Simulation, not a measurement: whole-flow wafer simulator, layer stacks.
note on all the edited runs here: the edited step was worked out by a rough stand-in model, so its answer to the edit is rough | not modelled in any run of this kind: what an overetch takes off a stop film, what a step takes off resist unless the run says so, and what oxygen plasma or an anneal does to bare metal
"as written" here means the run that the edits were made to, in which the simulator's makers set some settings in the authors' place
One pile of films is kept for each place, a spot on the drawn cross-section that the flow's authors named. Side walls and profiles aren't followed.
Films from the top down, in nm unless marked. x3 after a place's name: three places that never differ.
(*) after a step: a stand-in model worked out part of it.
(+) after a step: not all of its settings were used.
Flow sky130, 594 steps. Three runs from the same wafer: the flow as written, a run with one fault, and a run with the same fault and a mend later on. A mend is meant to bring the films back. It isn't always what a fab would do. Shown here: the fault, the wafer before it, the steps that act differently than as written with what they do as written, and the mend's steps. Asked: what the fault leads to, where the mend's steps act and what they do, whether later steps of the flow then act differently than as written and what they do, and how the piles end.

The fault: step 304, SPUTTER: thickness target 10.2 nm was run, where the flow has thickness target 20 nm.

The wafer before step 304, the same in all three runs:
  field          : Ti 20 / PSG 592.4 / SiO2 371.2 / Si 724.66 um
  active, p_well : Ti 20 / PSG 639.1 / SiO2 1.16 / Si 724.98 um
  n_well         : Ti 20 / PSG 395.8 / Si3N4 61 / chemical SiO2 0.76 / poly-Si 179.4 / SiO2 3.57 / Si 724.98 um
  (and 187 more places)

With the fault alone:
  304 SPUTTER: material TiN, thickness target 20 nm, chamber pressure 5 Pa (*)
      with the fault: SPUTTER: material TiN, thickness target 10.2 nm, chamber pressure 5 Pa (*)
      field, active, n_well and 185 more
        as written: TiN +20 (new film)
        with the fault: TiN +10.2 (new film)
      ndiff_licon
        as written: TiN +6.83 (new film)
        with the fault: TiN +3.54 (new film)
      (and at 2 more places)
  Later steps of the flow that act differently than as written (10 more steps differ only slightly, by at most 2% or 0.5 nm, whichever is larger, and aren't shown):
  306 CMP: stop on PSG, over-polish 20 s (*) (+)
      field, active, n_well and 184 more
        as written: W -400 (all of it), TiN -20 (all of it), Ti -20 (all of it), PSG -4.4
        with the fault: W -400 (all of it), TiN -10.2 (all of it), Ti -20 (all of it), PSG -4.4
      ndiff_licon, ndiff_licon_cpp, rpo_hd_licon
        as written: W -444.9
        with the fault: W -435.1
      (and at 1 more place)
  At the end the piles differ from the flow's by more than 2% or 0.5 nm, whichever is larger, at poly_licon, ndiff_licon, ndiff_licon_cpp, rpo_hd_licon.
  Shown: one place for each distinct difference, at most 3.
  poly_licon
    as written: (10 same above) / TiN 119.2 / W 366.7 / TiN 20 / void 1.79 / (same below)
    with the fault: (10 same above) / TiN 119.2 / W 376.5 / TiN 10.2 / void 1.79 / (same below)
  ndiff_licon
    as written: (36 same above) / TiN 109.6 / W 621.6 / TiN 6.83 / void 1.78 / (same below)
    with the fault: (36 same above) / TiN 109.6 / W 624.9 / TiN 3.54 / void 1.78 / (same below)
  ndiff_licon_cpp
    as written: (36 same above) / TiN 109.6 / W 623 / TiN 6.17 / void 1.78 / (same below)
    with the fault: (36 same above) / TiN 109.6 / W 626 / TiN 3.19 / void 1.78 / (same below)

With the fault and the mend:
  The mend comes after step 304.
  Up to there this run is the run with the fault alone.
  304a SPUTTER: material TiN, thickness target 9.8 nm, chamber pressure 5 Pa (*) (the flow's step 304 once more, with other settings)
      field, active, n_well and 185 more
        TiN +9.8
      ndiff_licon
        TiN +3.29
      ndiff_licon_cpp
        TiN +2.98
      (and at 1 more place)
  No later step of the flow acts differently than as written, at any place that is followed, by more than 2% or 0.5 nm, whichever is larger.
  At the end the piles differ from the flow's only slightly at the places that both follow, by at most 2% or 0.5 nm, whichever is larger.
